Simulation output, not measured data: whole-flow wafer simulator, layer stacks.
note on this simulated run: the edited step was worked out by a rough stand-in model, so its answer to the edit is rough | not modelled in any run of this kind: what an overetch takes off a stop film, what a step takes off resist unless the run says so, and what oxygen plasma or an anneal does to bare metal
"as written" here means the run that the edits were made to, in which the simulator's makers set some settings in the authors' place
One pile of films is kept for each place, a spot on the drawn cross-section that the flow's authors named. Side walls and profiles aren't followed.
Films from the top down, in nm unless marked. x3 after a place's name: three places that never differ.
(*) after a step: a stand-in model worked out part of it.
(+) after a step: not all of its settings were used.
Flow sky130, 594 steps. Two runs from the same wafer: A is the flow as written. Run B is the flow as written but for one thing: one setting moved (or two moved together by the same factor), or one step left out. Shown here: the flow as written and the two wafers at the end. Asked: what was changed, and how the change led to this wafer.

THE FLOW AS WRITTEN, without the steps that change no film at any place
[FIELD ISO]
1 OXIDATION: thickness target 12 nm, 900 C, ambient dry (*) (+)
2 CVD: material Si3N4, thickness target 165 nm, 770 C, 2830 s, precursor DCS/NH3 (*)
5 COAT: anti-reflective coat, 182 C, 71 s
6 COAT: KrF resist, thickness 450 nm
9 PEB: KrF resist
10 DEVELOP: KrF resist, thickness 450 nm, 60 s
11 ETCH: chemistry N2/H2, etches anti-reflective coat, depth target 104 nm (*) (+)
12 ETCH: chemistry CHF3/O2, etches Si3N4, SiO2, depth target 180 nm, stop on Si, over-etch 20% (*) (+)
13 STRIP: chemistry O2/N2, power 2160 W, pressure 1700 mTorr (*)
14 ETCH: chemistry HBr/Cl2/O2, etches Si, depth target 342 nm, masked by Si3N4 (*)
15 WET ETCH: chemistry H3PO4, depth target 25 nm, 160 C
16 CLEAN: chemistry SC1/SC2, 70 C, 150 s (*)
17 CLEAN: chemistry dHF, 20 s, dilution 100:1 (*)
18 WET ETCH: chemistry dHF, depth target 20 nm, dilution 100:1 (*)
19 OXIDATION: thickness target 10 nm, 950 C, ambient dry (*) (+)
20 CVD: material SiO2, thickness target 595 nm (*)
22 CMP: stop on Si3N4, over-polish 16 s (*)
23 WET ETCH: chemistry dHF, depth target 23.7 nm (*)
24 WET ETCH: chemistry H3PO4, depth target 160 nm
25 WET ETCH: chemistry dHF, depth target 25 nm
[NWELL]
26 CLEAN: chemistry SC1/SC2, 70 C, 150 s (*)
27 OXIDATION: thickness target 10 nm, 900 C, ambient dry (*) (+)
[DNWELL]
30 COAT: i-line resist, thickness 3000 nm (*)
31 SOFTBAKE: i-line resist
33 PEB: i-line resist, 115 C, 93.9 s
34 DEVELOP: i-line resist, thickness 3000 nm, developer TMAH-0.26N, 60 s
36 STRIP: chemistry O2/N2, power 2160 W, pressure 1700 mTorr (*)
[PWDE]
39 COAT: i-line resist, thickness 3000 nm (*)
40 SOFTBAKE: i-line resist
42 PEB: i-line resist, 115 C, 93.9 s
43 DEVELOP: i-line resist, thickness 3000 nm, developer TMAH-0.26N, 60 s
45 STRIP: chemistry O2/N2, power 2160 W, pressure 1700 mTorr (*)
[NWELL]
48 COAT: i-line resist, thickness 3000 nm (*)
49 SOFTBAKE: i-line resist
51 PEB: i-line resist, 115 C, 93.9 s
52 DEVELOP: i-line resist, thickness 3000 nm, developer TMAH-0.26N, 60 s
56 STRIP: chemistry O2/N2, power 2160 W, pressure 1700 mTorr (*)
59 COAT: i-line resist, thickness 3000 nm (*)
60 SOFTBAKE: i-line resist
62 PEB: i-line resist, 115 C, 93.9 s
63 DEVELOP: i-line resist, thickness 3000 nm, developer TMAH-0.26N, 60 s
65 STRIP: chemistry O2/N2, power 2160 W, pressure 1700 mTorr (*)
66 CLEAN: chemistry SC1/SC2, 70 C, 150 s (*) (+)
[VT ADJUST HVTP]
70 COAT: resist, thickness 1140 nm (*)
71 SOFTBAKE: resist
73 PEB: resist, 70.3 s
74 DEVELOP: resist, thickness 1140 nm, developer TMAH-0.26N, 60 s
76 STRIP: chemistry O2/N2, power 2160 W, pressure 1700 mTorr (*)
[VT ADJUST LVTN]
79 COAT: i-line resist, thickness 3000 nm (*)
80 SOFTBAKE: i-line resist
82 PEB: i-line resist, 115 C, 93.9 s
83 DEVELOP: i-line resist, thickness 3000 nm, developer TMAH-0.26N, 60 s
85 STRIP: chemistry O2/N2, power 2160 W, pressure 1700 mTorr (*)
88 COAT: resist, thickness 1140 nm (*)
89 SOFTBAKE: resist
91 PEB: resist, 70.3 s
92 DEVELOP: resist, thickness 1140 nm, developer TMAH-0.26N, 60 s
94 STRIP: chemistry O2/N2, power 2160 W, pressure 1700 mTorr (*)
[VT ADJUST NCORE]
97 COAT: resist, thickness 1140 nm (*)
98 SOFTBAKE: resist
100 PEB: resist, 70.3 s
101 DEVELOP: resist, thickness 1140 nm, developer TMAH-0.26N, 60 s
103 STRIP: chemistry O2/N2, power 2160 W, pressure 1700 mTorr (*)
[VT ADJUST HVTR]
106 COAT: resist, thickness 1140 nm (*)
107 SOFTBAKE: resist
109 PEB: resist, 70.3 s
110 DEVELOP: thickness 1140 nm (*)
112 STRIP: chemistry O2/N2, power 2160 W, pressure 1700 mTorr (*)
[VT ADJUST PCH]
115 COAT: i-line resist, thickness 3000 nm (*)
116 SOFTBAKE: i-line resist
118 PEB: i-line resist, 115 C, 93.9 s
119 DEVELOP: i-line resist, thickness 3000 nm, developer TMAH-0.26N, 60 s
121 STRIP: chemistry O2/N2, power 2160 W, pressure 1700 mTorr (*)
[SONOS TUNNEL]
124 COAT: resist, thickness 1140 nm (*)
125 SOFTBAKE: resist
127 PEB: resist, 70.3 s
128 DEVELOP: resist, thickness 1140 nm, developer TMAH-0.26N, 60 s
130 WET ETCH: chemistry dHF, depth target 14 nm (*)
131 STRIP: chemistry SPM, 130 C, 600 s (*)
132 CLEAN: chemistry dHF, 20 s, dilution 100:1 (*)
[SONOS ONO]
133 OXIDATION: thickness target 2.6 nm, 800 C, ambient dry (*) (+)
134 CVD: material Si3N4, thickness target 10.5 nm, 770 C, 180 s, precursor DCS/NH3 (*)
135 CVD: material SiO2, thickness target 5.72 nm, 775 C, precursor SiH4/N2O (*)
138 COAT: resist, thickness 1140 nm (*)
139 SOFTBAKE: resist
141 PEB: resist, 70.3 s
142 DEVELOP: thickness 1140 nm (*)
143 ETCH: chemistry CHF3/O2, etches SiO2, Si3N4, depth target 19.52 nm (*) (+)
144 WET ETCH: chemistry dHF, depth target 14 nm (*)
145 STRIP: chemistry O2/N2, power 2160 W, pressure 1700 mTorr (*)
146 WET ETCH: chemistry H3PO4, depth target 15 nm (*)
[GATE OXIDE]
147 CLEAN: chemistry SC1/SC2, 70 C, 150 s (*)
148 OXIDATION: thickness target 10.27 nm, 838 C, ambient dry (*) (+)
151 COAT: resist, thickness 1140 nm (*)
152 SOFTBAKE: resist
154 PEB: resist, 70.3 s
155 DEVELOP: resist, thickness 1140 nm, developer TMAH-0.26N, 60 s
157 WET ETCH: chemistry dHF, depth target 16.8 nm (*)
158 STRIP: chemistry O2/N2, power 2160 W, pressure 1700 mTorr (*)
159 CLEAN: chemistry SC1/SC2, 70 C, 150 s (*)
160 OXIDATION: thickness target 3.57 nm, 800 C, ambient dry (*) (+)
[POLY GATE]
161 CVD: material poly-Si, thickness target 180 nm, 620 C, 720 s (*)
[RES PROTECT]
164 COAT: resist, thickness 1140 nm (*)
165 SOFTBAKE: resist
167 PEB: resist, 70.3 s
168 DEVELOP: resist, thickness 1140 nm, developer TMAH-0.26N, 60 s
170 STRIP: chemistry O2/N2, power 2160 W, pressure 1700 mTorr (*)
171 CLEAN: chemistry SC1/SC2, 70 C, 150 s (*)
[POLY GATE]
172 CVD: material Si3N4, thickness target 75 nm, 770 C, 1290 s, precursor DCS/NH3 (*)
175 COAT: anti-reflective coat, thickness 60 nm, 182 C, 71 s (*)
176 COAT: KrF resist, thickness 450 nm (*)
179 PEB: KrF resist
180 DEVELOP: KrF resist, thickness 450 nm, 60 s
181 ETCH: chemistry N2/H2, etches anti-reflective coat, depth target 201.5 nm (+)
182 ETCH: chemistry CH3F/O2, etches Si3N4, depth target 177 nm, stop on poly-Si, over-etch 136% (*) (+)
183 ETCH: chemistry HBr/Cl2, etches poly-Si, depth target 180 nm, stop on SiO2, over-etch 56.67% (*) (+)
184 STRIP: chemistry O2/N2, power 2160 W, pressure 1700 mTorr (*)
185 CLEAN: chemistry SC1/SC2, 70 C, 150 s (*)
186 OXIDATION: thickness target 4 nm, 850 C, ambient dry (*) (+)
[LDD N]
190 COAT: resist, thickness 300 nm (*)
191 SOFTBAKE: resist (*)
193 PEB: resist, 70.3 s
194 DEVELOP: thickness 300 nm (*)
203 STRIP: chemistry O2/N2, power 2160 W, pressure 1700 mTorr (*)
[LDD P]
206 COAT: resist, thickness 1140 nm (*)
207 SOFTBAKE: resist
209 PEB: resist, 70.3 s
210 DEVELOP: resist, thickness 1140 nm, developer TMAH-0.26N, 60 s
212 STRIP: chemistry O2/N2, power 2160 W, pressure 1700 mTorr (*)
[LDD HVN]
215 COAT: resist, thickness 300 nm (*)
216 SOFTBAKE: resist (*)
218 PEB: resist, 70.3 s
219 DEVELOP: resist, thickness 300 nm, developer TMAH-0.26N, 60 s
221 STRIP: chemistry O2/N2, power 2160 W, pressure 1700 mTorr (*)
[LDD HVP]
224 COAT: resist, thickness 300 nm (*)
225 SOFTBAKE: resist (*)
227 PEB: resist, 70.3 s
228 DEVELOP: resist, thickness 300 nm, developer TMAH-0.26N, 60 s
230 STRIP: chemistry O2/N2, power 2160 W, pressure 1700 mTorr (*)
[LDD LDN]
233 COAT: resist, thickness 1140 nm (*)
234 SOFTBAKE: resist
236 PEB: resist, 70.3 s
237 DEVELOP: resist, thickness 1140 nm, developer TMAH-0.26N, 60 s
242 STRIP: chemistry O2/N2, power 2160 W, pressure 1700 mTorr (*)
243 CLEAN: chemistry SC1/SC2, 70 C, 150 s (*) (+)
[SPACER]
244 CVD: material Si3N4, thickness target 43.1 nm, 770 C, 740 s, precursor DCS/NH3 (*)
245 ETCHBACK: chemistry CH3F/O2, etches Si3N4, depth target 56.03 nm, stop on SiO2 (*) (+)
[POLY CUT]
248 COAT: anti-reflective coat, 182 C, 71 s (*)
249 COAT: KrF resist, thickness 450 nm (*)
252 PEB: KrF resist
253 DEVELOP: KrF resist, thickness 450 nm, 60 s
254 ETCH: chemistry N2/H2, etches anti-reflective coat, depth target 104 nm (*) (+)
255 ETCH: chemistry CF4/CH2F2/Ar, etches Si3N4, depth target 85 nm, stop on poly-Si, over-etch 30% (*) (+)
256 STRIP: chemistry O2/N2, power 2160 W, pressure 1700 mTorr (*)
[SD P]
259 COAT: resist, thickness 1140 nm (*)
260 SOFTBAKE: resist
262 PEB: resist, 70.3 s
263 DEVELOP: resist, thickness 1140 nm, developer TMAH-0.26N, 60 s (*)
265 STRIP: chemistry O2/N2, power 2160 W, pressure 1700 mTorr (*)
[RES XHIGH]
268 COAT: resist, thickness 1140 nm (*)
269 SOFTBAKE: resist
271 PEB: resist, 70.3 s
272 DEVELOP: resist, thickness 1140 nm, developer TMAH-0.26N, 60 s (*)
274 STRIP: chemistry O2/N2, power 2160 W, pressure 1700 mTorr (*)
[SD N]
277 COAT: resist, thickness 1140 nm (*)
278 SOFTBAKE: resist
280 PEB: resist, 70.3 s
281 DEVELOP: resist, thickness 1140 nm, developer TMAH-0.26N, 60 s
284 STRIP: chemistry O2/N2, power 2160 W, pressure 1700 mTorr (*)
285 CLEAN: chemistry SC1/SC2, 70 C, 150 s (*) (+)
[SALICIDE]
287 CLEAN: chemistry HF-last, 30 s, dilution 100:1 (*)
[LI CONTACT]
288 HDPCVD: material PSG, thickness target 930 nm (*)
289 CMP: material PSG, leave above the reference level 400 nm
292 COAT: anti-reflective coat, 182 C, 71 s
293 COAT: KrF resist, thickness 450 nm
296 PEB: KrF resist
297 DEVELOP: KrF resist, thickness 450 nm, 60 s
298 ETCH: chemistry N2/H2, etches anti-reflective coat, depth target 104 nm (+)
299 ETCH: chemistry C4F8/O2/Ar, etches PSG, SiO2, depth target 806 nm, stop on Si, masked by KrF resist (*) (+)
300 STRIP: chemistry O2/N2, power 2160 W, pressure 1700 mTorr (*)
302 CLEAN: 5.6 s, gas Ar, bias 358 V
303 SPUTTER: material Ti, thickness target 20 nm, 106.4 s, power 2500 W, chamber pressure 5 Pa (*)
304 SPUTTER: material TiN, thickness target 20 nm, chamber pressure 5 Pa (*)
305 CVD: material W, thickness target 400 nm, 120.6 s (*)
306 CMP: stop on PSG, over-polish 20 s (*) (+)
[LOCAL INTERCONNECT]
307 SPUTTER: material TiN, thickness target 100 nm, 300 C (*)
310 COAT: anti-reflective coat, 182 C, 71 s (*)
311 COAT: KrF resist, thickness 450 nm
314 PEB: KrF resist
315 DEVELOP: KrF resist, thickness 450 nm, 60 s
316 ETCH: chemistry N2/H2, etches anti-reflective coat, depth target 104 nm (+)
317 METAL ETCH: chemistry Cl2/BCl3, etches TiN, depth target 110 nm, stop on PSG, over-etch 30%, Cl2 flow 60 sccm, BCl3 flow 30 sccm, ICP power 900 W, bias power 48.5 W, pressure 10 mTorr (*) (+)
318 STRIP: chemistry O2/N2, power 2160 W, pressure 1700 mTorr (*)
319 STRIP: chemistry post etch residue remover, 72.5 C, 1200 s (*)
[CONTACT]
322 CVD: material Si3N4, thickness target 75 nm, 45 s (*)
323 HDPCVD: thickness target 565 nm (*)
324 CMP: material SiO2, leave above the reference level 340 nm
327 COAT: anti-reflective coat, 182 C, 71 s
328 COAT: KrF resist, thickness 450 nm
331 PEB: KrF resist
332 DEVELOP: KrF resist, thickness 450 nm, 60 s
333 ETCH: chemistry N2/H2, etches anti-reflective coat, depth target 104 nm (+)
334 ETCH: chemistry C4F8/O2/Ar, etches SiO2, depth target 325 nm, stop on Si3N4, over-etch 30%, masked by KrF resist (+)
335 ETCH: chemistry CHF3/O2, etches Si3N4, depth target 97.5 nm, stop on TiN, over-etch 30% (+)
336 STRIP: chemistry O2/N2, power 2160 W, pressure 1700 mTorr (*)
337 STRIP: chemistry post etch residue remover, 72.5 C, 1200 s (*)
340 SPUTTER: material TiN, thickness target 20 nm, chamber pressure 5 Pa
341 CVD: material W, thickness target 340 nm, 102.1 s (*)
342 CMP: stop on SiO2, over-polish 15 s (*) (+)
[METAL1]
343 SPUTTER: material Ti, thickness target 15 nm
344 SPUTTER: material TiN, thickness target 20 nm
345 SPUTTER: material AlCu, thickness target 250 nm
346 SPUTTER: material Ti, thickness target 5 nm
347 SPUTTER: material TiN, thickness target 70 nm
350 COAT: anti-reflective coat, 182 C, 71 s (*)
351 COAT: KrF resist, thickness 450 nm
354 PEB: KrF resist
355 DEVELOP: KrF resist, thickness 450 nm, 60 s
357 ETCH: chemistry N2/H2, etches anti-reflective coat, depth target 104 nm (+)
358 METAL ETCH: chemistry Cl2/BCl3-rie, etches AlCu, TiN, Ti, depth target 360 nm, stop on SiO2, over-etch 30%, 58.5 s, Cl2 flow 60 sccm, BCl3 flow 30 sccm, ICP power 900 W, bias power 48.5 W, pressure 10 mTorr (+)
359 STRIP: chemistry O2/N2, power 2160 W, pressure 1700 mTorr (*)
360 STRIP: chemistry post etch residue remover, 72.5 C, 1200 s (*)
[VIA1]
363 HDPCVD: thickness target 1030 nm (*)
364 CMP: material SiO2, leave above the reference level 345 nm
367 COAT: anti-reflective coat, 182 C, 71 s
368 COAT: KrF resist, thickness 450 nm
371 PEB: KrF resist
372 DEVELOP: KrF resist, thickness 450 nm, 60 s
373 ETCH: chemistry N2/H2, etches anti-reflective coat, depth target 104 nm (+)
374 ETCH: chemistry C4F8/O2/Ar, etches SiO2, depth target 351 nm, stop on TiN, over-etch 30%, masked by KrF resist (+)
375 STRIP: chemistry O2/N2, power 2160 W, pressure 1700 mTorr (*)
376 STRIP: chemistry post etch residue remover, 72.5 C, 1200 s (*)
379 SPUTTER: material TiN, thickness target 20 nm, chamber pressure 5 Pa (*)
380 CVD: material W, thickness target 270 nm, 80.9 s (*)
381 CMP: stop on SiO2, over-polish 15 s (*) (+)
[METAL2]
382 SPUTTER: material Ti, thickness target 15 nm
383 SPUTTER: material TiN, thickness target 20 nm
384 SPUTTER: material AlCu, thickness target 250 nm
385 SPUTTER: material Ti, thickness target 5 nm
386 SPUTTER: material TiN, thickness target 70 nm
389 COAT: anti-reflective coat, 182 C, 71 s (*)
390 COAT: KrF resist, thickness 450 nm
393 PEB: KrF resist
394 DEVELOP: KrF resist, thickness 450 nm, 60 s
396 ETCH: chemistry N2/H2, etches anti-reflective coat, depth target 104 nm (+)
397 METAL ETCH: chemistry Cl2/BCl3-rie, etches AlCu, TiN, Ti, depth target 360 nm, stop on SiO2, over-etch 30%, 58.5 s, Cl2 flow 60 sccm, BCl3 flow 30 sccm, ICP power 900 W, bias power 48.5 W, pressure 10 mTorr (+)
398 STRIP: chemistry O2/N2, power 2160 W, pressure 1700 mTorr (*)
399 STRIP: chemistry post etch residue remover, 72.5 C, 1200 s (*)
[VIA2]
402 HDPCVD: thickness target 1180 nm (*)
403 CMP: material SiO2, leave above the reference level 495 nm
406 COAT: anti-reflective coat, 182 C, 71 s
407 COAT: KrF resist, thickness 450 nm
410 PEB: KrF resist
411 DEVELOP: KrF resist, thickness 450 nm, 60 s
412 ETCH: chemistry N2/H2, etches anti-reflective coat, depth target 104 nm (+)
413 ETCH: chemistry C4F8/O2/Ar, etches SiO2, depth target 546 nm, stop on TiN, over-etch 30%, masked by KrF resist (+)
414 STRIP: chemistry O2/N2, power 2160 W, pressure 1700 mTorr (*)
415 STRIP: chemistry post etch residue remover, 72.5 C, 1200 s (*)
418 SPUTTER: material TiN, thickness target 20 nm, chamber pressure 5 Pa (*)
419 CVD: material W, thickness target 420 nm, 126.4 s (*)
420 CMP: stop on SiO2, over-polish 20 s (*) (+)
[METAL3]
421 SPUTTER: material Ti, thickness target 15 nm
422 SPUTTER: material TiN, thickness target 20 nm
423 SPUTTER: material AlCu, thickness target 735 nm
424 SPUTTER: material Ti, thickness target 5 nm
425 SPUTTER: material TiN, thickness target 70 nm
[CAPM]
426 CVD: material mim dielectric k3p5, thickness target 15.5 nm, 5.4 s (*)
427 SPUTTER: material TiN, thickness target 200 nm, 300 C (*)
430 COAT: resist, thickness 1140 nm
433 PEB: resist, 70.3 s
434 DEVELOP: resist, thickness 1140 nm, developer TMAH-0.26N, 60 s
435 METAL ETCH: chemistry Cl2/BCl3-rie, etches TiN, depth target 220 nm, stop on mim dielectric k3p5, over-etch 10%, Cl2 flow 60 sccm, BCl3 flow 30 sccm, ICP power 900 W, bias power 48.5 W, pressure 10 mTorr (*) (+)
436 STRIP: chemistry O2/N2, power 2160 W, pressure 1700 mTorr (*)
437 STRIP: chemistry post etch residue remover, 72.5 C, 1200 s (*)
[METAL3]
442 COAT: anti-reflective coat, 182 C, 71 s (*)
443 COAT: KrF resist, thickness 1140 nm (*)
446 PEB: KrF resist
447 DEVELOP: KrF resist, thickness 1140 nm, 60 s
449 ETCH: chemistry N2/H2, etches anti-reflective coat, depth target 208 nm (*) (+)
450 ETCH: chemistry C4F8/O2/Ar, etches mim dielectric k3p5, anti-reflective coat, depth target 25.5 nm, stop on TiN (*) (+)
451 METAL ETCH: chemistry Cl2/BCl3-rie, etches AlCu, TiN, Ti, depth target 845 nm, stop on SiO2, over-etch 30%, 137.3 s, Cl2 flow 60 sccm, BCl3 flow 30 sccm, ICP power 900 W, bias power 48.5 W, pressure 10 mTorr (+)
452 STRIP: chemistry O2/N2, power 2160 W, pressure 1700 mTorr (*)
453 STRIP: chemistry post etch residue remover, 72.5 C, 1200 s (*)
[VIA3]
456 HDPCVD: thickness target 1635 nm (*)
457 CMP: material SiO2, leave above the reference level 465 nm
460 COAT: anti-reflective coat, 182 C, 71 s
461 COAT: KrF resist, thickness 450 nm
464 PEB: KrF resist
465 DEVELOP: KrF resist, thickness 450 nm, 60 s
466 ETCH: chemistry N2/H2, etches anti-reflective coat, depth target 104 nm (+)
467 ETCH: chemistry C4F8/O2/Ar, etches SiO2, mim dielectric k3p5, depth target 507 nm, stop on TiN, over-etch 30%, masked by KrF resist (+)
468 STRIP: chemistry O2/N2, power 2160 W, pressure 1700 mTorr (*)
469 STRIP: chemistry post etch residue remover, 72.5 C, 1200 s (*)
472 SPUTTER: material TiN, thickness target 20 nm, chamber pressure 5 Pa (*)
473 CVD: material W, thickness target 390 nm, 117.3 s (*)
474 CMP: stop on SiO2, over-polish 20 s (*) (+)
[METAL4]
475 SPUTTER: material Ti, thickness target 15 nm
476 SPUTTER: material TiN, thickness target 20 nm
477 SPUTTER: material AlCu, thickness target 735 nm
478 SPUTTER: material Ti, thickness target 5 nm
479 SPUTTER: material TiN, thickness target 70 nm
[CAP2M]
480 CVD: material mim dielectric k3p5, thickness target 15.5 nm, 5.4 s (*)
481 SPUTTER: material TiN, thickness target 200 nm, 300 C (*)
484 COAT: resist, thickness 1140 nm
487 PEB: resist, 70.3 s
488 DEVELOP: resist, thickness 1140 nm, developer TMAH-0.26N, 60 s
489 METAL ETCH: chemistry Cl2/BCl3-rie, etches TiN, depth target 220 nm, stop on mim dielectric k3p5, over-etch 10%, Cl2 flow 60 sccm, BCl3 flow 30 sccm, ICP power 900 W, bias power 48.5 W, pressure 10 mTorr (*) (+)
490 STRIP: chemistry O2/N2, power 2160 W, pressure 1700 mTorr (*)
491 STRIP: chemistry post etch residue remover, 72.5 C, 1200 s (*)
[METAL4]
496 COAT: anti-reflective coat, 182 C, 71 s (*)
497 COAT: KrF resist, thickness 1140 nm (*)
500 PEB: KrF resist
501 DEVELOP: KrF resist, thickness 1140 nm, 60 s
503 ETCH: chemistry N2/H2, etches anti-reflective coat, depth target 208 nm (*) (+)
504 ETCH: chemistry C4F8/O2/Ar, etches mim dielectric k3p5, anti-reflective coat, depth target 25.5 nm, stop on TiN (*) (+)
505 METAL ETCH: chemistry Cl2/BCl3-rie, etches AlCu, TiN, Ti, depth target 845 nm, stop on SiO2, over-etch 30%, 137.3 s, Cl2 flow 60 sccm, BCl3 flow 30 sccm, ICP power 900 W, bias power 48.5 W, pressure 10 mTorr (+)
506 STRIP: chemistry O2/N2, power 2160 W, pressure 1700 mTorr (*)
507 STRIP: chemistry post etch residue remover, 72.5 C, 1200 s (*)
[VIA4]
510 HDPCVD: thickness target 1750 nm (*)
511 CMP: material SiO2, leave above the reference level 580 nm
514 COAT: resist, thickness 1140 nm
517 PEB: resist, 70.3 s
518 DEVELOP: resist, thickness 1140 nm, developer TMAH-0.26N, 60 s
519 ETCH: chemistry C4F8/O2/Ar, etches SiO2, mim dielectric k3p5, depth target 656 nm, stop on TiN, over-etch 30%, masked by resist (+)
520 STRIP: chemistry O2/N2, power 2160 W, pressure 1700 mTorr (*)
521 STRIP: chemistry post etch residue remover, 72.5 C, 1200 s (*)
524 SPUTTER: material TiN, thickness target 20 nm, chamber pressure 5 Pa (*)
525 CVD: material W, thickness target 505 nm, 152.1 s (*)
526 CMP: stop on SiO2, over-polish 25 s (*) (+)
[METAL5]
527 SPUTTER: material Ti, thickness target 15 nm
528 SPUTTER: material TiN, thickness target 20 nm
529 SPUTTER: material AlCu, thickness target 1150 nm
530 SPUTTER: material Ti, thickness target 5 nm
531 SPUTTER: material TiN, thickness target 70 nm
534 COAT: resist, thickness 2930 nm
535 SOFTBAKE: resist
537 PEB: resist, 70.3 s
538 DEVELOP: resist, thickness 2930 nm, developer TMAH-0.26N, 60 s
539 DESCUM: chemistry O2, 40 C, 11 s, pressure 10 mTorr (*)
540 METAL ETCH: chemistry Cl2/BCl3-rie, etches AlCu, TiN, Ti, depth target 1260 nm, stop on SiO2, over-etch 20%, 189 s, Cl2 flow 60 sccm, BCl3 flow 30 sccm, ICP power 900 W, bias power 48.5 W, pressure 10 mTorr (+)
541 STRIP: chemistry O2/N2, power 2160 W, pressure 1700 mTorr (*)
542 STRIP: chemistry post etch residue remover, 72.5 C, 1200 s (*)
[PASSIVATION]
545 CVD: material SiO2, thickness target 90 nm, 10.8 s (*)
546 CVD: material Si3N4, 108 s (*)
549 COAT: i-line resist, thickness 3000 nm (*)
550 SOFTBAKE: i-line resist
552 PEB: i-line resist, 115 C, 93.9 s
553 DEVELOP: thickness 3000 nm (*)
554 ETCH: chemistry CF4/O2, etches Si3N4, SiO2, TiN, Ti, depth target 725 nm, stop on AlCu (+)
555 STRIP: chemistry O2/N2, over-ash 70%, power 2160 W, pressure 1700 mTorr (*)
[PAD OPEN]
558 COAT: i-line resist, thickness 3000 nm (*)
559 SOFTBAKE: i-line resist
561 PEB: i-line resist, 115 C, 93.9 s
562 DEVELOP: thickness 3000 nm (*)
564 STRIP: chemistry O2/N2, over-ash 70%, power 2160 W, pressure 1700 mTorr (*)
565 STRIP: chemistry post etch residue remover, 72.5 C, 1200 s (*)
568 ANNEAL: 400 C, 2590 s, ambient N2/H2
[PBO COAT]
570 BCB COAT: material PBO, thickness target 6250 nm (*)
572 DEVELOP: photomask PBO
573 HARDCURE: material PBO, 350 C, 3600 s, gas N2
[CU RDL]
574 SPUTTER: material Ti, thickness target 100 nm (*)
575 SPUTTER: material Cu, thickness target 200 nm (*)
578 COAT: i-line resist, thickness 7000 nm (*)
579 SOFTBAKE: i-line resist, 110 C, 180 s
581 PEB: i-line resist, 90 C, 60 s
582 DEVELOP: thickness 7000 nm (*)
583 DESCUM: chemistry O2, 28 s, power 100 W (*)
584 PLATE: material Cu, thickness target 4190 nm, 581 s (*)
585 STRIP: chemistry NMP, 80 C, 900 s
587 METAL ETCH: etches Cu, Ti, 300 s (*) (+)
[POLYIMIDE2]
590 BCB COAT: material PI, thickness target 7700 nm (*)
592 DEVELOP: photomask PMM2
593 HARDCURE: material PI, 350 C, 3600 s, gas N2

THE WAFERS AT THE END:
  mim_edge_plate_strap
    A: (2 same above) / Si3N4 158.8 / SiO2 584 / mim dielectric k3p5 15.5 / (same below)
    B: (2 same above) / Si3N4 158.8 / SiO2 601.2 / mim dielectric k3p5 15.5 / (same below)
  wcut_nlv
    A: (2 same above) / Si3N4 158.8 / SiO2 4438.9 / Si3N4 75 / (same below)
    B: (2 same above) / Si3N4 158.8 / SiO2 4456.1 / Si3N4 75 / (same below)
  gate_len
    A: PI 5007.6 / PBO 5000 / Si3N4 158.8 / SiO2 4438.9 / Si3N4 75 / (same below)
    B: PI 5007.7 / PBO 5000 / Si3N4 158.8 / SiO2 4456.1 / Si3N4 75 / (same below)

The cause: step 545, CVD: thickness target 103 nm was run, where the flow has thickness target 90 nm; step 545, CVD: 12.3 s was run, where the flow has 10.8 s.

How the change led to this, step by step:
  545 CVD: material SiO2, thickness target 90 nm, 10.8 s (*)
      field, active, gate and 175 more: A SiO2 +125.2 | B SiO2 +142.3
      n_well, p_well, sd_n and 12 more: A SiO2 +125.2 (new film) | B SiO2 +142.3 (new film)
  550 SOFTBAKE: i-line resist
      spacer: A i-line resist -97.5 | B i-line resist -99.7
      pplus_nw: A i-line resist -55.7 | B i-line resist -56.9
      (and at 18 more places)
  554 ETCH: chemistry CF4/O2, etches Si3N4, SiO2, TiN, Ti, depth target 725 nm, stop on AlCu (+)
      field, active, n_well and 189 more: A i-line resist -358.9 | B i-line resist -376.1
      pad: A Si3N4 -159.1 (all of it), SiO2 -125.2 (all of it), TiN -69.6 (all of it), Ti -5 (all of it) | B Si3N4 -159.1 (all of it), SiO2 -142.3 (all of it), TiN -69.6 (all of it), Ti -5 (all of it)
  559 SOFTBAKE: i-line resist
      pplus_nw: A i-line resist -55.7 | B i-line resist -56.9
      pwell_dnw: A i-line resist -28.2 | B i-line resist -29
      (and at 19 more places)
  578 COAT: i-line resist, thickness 7000 nm (*)
      pad: A i-line resist +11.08 um (new film) | B i-line resist +11.1 um (new film)
  582 DEVELOP: thickness 7000 nm (*)
      pad: A i-line resist -11.08 um (all of it) | B i-line resist -11.1 um (all of it)
